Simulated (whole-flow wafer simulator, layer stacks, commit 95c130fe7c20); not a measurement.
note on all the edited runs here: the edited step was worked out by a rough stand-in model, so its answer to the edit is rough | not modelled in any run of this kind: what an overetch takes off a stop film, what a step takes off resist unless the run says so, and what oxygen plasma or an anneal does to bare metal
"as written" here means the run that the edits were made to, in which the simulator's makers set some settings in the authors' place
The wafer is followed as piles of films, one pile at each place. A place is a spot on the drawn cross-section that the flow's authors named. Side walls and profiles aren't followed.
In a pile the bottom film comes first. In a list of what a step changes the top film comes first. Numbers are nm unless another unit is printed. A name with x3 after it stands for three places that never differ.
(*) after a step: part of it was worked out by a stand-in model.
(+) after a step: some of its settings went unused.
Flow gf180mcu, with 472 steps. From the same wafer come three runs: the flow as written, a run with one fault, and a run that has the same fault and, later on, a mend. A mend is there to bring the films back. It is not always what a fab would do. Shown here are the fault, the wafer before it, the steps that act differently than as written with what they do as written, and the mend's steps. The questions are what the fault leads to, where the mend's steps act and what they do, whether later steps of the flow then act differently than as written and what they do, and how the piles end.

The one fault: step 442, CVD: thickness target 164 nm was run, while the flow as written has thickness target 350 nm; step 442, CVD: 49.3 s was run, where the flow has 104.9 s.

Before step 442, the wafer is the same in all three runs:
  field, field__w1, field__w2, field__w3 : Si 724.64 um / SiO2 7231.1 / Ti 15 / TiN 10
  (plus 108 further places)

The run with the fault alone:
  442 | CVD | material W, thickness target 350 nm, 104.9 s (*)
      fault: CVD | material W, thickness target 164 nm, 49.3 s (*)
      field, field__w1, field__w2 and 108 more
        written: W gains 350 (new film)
        fault: W gains 166.1 (new film)
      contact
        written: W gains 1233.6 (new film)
        fault: W gains 1049.7 (new film)
  Steps later in the flow that act otherwise than as written:
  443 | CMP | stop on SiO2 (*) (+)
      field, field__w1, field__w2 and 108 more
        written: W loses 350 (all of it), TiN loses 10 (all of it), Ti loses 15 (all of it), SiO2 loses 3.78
        fault: W loses 166.1 (all of it), TiN loses 10 (all of it), Ti loses 15 (all of it), SiO2 loses 1.93
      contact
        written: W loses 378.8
        fault: W loses 193
  At the end the piles are close to the flow's at the places that both follow, differing by at most 2% or 0.5 nm, whichever is larger.

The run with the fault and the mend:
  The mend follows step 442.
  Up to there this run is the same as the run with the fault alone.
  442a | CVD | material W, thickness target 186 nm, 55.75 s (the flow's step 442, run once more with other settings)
      field, field__w1, field__w2 and 109 more
        W gains 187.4
  Every later step of the flow that is run acts as written, at every place that is followed, to within 2% or 0.5 nm, whichever is larger.
  At the end the piles are close to the flow's at the places that both follow, differing by at most 2% or 0.5 nm, whichever is larger.
